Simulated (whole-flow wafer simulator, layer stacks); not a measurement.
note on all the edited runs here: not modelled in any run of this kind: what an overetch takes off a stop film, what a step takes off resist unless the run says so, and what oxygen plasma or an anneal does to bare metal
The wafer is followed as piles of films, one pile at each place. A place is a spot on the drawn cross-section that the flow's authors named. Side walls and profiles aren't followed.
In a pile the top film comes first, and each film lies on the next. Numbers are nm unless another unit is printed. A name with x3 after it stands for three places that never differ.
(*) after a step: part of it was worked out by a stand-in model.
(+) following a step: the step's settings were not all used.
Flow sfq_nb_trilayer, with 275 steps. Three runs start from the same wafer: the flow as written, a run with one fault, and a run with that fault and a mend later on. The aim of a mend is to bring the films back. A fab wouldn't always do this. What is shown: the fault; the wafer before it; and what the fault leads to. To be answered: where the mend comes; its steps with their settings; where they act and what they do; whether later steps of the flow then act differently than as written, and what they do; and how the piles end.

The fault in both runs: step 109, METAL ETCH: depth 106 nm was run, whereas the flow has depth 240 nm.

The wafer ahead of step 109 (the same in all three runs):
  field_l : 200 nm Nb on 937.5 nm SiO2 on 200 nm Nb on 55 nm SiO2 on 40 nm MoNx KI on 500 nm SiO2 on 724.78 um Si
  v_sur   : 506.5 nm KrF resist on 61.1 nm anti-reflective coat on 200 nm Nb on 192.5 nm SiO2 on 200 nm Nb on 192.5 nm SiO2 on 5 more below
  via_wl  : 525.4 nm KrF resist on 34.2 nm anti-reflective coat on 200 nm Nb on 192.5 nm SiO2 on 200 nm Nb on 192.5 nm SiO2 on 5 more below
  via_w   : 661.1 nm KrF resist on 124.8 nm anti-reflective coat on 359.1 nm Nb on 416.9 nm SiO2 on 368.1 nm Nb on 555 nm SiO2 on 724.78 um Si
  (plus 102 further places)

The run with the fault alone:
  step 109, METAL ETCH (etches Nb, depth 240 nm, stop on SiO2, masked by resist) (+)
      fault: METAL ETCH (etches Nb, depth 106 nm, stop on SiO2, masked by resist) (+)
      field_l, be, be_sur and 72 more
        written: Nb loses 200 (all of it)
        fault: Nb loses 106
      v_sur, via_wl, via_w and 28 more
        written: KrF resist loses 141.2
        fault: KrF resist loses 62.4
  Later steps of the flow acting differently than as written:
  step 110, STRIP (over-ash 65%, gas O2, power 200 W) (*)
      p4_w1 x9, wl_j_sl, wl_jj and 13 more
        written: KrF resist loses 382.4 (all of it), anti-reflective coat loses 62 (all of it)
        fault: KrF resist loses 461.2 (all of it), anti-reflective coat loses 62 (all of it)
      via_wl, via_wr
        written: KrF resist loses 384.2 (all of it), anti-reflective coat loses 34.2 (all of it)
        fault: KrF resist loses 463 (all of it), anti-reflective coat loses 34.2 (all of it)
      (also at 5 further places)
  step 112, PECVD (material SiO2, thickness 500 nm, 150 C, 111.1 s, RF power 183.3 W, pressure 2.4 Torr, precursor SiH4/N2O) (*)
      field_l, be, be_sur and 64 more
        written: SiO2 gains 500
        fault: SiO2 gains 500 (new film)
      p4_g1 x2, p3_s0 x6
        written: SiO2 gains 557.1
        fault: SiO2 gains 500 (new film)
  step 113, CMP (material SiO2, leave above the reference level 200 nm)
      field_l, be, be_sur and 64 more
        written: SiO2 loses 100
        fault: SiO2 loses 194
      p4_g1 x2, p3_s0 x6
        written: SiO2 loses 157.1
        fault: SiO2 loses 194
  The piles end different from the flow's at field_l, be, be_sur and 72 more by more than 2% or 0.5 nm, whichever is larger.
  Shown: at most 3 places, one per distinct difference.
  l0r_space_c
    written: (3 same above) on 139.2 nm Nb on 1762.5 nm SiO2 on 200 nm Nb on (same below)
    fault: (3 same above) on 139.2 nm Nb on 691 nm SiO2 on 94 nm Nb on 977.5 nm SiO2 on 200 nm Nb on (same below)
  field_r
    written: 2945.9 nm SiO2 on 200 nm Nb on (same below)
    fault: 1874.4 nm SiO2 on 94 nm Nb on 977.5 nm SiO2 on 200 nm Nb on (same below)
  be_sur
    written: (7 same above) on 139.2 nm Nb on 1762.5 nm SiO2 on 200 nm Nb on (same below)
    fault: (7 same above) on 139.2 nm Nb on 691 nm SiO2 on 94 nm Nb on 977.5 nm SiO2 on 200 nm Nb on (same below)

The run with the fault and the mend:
  The mend follows step 109.
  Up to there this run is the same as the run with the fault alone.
  step 109a, METAL ETCH (etches Nb, depth 134 nm, stop on SiO2, masked by resist) (+) (the flow's step 109, run once more with other settings)
      field_l, be, be_sur and 72 more
        Nb loses 94 (all of it)
      v_sur, via_wl, via_w and 28 more
        KrF resist loses 78.8
  Every later step of the flow that is run acts as written at every place that is followed.
  By the end, the piles equal the flow's at every place that both follow.
